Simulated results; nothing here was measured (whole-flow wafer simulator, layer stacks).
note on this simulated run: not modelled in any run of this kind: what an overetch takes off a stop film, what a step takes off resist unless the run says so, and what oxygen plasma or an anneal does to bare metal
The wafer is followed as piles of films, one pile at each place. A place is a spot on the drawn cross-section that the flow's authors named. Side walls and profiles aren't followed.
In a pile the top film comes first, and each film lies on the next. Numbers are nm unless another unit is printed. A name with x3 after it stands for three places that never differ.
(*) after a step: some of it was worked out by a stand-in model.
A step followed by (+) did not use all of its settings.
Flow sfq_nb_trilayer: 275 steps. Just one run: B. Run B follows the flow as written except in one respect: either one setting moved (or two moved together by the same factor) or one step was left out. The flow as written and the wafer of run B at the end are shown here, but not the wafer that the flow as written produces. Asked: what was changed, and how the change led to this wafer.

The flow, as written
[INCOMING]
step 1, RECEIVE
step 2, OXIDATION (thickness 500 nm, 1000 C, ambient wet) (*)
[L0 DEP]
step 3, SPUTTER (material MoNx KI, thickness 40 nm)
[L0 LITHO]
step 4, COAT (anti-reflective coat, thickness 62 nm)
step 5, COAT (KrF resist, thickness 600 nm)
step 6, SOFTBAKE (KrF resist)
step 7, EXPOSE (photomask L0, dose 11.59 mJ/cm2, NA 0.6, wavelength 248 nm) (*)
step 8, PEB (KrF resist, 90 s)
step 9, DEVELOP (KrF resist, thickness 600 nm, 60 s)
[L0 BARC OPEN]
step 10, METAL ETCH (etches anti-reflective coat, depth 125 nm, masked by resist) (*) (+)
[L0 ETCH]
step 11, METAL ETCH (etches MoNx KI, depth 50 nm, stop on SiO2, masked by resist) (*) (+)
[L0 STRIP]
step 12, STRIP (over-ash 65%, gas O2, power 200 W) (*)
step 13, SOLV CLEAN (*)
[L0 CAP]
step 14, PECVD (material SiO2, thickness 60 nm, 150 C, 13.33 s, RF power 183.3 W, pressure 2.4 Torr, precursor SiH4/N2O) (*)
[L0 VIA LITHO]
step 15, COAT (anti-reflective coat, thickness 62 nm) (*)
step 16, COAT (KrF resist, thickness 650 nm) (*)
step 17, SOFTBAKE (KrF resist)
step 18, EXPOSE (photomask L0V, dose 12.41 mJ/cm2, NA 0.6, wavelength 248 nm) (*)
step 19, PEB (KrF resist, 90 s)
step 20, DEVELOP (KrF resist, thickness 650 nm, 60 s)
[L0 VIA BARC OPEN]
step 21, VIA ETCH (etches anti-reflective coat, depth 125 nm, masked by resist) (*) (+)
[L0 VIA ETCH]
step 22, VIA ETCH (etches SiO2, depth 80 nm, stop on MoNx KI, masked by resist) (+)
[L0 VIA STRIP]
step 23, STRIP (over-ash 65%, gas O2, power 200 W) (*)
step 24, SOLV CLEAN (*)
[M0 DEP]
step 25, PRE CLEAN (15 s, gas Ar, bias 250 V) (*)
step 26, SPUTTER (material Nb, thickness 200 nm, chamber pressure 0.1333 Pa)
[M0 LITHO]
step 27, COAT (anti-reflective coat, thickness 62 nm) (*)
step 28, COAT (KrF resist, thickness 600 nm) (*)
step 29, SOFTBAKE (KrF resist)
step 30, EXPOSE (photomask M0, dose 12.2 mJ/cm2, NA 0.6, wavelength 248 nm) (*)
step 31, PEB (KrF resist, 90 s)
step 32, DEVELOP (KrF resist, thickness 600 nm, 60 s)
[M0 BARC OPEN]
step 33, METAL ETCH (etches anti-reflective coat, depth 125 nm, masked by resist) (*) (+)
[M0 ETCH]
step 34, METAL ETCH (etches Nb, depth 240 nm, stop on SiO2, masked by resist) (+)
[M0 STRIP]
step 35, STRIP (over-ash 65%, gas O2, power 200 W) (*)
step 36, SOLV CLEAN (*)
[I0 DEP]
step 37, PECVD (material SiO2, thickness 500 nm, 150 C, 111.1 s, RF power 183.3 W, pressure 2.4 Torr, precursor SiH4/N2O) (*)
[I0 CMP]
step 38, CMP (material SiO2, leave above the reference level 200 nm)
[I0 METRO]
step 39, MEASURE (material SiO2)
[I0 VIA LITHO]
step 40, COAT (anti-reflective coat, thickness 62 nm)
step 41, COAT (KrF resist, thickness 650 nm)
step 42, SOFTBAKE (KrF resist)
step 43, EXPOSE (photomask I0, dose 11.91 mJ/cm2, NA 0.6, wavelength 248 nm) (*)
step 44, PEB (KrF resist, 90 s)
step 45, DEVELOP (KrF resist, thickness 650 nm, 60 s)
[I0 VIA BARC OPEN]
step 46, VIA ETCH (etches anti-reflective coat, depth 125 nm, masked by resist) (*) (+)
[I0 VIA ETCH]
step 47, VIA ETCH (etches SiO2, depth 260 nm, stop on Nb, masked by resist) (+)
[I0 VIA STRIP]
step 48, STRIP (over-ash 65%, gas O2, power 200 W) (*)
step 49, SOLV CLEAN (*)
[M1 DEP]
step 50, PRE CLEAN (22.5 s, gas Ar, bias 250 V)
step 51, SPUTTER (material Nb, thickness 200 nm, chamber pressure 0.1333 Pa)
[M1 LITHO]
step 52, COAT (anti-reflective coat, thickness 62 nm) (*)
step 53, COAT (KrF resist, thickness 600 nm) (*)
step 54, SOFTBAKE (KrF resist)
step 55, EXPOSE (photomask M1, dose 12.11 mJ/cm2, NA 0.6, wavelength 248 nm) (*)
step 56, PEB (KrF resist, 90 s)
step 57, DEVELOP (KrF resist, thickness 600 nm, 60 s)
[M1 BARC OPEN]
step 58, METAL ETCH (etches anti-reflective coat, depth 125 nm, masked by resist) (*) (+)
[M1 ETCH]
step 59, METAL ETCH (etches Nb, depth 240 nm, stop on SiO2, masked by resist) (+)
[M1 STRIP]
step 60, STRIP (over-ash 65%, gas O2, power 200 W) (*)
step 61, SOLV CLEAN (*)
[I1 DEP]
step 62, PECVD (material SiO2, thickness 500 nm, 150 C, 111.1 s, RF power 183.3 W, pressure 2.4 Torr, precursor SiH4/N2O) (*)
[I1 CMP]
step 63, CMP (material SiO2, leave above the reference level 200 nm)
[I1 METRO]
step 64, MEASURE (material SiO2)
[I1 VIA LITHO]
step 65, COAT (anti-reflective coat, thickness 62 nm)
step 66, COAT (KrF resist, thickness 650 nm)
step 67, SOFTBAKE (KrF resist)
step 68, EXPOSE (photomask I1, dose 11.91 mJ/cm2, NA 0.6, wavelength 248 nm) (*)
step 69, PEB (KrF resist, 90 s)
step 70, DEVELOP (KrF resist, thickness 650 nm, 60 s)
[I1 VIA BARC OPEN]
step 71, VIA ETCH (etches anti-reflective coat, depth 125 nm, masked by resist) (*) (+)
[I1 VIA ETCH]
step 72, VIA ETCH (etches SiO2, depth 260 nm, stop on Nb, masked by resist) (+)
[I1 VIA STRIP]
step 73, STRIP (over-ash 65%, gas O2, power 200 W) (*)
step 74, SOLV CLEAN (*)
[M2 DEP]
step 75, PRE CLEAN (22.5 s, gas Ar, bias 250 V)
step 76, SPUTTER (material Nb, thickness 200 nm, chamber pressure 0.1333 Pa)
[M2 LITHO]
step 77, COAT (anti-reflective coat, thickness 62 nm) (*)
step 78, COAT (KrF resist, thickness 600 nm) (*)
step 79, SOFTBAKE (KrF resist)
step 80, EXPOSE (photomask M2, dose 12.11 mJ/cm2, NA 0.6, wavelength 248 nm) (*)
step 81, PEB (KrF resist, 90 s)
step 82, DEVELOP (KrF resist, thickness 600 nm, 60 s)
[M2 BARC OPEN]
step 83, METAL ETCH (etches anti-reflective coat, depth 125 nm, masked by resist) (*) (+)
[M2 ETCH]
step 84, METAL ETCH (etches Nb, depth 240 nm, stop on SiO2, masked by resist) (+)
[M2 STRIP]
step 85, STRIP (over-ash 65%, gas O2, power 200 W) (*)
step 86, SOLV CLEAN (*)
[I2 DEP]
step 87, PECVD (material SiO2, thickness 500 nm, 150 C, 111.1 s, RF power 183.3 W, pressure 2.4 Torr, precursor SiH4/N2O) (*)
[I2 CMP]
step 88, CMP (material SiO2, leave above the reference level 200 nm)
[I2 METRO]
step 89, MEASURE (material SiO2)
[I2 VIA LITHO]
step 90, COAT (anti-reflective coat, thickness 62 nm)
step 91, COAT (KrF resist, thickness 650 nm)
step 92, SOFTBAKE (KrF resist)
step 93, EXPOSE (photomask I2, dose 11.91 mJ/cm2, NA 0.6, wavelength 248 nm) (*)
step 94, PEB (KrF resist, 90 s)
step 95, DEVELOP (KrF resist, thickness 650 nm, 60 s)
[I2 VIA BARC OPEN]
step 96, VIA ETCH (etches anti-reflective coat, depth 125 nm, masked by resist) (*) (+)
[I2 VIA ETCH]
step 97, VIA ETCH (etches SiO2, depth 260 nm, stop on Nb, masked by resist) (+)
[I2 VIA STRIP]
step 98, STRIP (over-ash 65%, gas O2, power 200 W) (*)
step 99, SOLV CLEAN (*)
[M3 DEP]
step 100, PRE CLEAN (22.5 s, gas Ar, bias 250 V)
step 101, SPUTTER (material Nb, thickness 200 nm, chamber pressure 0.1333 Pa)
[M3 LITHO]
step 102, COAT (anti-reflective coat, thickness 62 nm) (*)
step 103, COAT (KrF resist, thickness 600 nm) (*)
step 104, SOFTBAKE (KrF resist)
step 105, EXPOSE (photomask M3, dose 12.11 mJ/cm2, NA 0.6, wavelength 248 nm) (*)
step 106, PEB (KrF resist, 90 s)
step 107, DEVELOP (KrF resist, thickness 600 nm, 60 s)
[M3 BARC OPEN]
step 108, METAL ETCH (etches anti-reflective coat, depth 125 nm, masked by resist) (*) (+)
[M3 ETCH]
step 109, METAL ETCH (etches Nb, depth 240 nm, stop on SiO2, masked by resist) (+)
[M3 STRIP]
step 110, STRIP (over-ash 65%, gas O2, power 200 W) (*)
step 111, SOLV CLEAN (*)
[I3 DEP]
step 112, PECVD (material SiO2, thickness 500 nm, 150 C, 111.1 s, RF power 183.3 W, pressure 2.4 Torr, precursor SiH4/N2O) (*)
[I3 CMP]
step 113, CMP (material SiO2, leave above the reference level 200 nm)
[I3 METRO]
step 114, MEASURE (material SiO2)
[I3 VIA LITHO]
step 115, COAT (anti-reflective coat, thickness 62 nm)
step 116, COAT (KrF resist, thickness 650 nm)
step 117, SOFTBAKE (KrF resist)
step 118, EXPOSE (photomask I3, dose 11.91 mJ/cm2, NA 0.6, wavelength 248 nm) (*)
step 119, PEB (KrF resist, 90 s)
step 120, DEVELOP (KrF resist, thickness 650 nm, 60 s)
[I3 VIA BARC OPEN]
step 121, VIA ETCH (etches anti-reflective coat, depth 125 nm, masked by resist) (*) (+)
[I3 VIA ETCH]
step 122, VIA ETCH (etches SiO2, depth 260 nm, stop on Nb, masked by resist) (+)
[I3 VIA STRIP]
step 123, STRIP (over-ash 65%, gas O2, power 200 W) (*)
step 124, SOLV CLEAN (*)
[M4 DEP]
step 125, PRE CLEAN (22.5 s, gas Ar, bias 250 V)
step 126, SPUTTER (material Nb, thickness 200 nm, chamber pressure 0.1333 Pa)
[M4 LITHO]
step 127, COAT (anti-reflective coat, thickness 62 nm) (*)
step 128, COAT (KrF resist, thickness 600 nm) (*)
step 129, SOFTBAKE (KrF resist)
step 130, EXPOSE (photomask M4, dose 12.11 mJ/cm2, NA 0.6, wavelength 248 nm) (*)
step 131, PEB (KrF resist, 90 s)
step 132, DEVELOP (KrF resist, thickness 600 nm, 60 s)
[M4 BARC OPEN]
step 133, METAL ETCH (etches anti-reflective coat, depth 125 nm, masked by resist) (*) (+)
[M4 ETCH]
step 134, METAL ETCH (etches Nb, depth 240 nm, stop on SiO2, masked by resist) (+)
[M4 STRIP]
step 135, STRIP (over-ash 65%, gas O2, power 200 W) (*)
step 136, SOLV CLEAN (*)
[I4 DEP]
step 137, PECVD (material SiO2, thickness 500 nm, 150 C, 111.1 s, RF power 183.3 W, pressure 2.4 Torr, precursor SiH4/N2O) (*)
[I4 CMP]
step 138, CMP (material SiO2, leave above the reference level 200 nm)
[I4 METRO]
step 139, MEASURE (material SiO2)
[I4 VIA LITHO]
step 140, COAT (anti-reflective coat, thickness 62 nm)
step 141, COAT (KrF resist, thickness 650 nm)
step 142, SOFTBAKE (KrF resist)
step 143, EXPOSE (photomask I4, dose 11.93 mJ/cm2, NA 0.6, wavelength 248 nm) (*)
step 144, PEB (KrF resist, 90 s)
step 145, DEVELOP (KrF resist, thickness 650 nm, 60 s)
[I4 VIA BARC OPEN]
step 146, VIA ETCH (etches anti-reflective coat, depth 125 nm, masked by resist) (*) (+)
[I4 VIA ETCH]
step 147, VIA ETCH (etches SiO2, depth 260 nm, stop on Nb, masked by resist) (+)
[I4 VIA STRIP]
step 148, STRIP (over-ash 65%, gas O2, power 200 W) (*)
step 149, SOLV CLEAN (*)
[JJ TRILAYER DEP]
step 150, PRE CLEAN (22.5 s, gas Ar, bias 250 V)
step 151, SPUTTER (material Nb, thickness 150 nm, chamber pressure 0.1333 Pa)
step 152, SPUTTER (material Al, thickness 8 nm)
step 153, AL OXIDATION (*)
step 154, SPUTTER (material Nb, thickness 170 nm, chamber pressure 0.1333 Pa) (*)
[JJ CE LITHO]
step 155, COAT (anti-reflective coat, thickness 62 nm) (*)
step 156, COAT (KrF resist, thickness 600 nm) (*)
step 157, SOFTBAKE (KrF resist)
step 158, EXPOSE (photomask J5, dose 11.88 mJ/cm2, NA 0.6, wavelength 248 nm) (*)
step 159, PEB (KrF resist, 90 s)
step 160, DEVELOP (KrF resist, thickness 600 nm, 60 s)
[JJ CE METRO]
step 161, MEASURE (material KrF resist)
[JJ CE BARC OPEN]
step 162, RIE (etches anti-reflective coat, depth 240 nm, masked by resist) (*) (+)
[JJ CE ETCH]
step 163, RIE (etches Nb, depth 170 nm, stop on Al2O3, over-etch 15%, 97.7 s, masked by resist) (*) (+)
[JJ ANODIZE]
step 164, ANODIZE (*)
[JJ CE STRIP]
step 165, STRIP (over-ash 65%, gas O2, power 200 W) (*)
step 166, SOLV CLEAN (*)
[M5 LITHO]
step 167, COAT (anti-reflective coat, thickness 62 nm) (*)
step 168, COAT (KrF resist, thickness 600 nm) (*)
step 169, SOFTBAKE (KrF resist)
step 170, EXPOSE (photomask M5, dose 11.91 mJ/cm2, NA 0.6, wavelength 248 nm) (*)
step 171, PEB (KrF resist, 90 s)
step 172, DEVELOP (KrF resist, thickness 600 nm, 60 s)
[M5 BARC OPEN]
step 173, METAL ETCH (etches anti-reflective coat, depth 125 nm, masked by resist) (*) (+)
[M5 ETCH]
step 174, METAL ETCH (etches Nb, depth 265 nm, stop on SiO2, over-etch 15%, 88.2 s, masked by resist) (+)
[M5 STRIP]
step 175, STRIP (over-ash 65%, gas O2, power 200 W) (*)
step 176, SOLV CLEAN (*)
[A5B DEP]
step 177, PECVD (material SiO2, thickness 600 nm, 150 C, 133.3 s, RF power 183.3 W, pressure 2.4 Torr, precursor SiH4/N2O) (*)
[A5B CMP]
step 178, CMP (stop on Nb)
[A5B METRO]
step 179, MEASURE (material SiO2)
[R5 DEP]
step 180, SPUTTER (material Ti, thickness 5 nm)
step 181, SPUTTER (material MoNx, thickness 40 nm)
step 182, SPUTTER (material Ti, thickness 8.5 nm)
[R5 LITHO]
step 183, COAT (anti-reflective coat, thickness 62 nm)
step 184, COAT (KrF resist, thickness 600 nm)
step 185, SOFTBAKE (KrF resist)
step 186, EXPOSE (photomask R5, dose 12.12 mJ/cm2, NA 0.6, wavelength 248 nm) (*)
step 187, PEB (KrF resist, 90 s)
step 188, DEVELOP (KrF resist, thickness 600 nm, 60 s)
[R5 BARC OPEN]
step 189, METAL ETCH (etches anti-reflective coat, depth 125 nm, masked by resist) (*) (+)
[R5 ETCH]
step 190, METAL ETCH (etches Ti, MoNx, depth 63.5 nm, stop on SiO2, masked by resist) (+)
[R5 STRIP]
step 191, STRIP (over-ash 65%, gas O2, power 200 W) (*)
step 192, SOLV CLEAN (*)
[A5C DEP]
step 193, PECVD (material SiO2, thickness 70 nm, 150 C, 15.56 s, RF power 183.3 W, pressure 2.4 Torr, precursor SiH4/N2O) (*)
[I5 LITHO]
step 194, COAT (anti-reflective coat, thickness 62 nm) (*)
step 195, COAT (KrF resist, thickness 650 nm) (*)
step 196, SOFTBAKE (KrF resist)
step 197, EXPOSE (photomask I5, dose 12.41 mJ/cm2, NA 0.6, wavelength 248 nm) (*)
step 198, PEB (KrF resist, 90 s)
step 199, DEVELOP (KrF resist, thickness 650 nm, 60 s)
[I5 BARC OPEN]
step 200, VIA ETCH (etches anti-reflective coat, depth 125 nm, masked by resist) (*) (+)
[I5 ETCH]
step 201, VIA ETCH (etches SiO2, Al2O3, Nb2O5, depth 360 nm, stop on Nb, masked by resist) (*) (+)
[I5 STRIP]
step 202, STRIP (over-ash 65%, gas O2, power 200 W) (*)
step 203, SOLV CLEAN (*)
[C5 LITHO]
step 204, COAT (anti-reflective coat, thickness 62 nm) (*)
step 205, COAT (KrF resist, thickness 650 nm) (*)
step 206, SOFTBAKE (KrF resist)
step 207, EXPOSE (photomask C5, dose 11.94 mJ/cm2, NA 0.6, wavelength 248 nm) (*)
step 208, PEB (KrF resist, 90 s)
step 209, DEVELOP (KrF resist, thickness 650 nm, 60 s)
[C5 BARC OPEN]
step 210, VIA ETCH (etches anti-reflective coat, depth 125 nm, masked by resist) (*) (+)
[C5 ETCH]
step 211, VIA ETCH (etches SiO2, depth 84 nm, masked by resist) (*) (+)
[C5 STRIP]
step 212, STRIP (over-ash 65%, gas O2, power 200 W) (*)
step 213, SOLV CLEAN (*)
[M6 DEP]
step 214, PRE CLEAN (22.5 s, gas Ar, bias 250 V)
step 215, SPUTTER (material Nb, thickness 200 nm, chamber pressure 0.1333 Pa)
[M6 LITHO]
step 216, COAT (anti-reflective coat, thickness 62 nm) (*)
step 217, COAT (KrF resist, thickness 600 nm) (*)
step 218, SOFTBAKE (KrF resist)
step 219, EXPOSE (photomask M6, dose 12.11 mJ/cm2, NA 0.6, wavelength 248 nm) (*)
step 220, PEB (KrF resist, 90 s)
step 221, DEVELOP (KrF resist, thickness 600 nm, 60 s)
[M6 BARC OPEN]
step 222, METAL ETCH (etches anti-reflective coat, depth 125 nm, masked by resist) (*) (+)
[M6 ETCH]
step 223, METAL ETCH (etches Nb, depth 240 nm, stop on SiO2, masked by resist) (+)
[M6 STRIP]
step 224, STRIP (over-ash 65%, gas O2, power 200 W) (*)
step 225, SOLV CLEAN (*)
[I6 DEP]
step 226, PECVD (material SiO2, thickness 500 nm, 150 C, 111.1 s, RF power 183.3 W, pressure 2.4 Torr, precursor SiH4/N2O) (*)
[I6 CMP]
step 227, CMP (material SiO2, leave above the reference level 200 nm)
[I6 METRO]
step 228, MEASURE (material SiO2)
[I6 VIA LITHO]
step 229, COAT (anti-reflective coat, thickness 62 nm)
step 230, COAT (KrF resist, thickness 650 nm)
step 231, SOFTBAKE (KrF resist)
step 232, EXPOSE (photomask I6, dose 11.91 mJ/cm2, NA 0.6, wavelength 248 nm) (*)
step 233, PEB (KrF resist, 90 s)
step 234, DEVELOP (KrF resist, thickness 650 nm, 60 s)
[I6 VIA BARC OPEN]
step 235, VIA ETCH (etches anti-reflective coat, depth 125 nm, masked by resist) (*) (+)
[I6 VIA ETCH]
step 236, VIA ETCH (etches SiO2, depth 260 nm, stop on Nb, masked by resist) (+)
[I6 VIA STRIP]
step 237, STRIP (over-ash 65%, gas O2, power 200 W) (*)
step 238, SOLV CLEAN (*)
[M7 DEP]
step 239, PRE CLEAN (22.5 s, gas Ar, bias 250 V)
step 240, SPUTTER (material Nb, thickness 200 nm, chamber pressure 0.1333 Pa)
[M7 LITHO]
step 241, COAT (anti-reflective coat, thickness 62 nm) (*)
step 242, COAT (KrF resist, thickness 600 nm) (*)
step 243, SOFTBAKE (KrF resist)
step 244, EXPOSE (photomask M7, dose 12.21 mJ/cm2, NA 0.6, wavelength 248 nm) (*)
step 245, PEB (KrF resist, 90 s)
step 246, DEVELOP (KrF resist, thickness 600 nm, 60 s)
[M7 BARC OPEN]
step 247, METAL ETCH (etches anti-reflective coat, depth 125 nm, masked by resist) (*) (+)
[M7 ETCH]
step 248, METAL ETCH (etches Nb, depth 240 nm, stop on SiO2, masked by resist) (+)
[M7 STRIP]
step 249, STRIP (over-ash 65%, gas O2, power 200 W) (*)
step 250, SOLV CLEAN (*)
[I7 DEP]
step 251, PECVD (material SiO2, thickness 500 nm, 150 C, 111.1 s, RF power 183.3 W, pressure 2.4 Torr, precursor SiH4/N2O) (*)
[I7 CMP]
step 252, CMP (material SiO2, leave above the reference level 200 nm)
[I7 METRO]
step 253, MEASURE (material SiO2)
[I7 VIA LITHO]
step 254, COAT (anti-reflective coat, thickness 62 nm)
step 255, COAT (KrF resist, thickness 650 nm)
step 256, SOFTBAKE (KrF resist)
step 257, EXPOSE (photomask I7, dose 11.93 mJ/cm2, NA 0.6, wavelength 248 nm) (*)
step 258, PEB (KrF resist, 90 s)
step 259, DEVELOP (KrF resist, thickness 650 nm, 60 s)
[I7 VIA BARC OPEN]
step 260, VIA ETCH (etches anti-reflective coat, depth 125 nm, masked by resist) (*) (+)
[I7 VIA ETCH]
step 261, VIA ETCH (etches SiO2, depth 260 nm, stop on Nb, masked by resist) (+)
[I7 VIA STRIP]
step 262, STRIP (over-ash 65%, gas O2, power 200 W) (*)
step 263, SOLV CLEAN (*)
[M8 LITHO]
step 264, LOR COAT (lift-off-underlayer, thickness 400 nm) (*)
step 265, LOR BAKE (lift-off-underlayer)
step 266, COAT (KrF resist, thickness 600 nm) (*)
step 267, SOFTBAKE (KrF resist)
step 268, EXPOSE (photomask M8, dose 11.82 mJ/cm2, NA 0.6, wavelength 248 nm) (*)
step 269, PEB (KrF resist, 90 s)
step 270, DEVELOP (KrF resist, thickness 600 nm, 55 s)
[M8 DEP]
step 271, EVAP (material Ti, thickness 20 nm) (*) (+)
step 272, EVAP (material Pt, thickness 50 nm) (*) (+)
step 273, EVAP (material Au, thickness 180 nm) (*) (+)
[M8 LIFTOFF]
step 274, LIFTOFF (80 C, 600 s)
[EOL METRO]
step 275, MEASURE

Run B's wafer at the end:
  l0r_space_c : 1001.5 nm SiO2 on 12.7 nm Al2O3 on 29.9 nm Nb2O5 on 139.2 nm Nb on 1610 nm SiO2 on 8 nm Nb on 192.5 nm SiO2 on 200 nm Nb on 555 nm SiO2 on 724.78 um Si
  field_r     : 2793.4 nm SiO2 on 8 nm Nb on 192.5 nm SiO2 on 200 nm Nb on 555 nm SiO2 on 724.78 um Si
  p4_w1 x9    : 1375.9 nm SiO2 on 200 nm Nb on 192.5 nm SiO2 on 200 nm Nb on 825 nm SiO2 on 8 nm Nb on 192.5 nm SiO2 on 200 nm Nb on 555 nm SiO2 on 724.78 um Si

What caused this: step 51, SPUTTER: thickness 248 nm was run, while the flow as written has thickness 200 nm.

The path from the change to this, step by step:
  step 51, SPUTTER (material Nb, thickness 200 nm, chamber pressure 0.1333 Pa)
      field_l, v_sur, via_wl and 102 more: +248 Nb (new film) (in the flow as written it would be: +200 Nb (new film))
      via_w: +217 Nb (in the flow as written it would be: +174.5 Nb)
  step 52, COAT (anti-reflective coat, thickness 62 nm) (*)
      via_wl: +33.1 anti-reflective coat (new film) (in the flow as written it would be: +33.8 anti-reflective coat (new film))
      via_wr: +33.1 anti-reflective coat (new film) (in the flow as written it would be: +34.9 anti-reflective coat (new film))
  step 59, METAL ETCH (etches Nb, depth 240 nm, stop on SiO2, masked by resist) (+)
      field_l, be, be_sur and 79 more: -240 Nb (in the flow as written it would be: -200 Nb (all of it))
  step 60, STRIP (over-ash 65%, gas O2, power 200 W) (*)
      via_wl: -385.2 KrF resist (all of it), -33.1 anti-reflective coat (all of it) (in the flow as written it would be: -385.5 KrF resist (all of it), -33.8 anti-reflective coat (all of it))
      via_wr: -385.3 KrF resist (all of it), -33.1 anti-reflective coat (all of it) (in the flow as written it would be: -384.4 KrF resist (all of it), -34.9 anti-reflective coat (all of it))
  step 62, PECVD (material SiO2, thickness 500 nm, 150 C, 111.1 s, RF power 183.3 W, pressure 2.4 Torr, precursor SiH4/N2O) (*)
      field_l, be, be_sur and 72 more: +500 SiO2 (new film) (in the flow as written it would be: +500 SiO2)
      lsp_m, ln_m6, lsp_r, l0_sur, l0v: +493.9 SiO2 (new film) (in the flow as written it would be: +494.9 SiO2)
      (and at 3 other places as well)
  step 63, CMP (material SiO2, leave above the reference level 200 nm)
      field_l, be, be_sur and 72 more: -60 SiO2 (in the flow as written it would be: -100 SiO2)
      lsp_m, ln_m6, lsp_r, l0_sur, l0v: -53.9 SiO2 (in the flow as written it would be: -94.9 SiO2)
      (and at 1 other place as well)
If metal films that touch count as one body, l0r_space_c has 3 bodies (between them, from the top down: SiO2 1610; SiO2 192.5); the flow as written gives 2 bodies (between them, from the top down: SiO2 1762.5).
If metal films that touch count as one body, field_r has 2 bodies (between them, from the top down: SiO2 192.5); the flow as written gives 1 body.
If metal films that touch count as one body, p4_w1 x9 has 4 bodies (between them, from the top down: SiO2 192.5; SiO2 825; SiO2 192.5); the flow as written gives 3 bodies (between them, from the top down: SiO2 192.5; SiO2 977.5).
